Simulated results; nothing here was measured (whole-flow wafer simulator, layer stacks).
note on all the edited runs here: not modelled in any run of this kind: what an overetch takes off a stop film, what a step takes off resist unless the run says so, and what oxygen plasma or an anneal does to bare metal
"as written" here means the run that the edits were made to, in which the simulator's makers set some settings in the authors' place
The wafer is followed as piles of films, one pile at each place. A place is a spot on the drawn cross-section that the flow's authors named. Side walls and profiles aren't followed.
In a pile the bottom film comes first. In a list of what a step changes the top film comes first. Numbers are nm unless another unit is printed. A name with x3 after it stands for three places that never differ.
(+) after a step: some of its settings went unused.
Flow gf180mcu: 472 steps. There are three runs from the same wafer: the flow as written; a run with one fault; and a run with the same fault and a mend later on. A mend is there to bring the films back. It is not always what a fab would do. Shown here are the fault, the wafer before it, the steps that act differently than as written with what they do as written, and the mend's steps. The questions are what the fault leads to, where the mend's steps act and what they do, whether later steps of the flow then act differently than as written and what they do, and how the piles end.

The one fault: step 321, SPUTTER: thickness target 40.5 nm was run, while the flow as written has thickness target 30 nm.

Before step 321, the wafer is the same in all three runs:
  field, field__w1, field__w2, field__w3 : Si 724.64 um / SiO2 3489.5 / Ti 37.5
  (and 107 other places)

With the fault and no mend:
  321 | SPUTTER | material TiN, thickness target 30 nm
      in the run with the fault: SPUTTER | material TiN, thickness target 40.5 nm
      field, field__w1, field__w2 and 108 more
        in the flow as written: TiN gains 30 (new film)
        in the run with the fault: TiN gains 40.5 (new film)
  Steps further on in the flow that do not act as written:
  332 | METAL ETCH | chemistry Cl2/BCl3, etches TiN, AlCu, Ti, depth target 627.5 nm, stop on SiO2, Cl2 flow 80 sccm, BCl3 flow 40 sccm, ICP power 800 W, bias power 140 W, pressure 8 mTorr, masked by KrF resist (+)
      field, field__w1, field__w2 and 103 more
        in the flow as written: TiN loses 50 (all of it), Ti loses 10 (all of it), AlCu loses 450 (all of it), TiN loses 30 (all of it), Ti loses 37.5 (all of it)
        in the run with the fault: TiN loses 50 (all of it), Ti loses 10 (all of it), AlCu loses 450 (all of it), TiN loses 40.5 (all of it), Ti loses 37.5 (all of it)
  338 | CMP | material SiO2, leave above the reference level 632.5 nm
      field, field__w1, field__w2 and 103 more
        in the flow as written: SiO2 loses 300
        in the run with the fault: SiO2 loses 289.5
  At field__w8, contact, m1, m1__w1, m1_nw, the piles at the end differ from the flow's by more than 2% or 0.5 nm, whichever is larger.
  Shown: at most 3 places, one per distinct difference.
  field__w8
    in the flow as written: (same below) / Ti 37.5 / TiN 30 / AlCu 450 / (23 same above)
    in the run with the fault: (same below) / Ti 37.5 / TiN 40.5 / AlCu 450 / (23 same above)
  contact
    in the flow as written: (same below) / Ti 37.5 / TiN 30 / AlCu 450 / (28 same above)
    in the run with the fault: (same below) / Ti 37.5 / TiN 40.5 / AlCu 450 / (28 same above)

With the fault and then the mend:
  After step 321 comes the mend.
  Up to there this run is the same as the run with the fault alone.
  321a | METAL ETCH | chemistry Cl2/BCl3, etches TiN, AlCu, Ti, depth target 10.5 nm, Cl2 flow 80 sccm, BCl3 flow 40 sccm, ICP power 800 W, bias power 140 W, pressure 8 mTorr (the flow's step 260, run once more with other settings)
      field, field__w1, field__w2 and 108 more
        TiN loses 10.5
  None of the later steps of the flow acts differently than as written at any place that is followed.
  At every place that both follow, the piles at the end match the flow's.
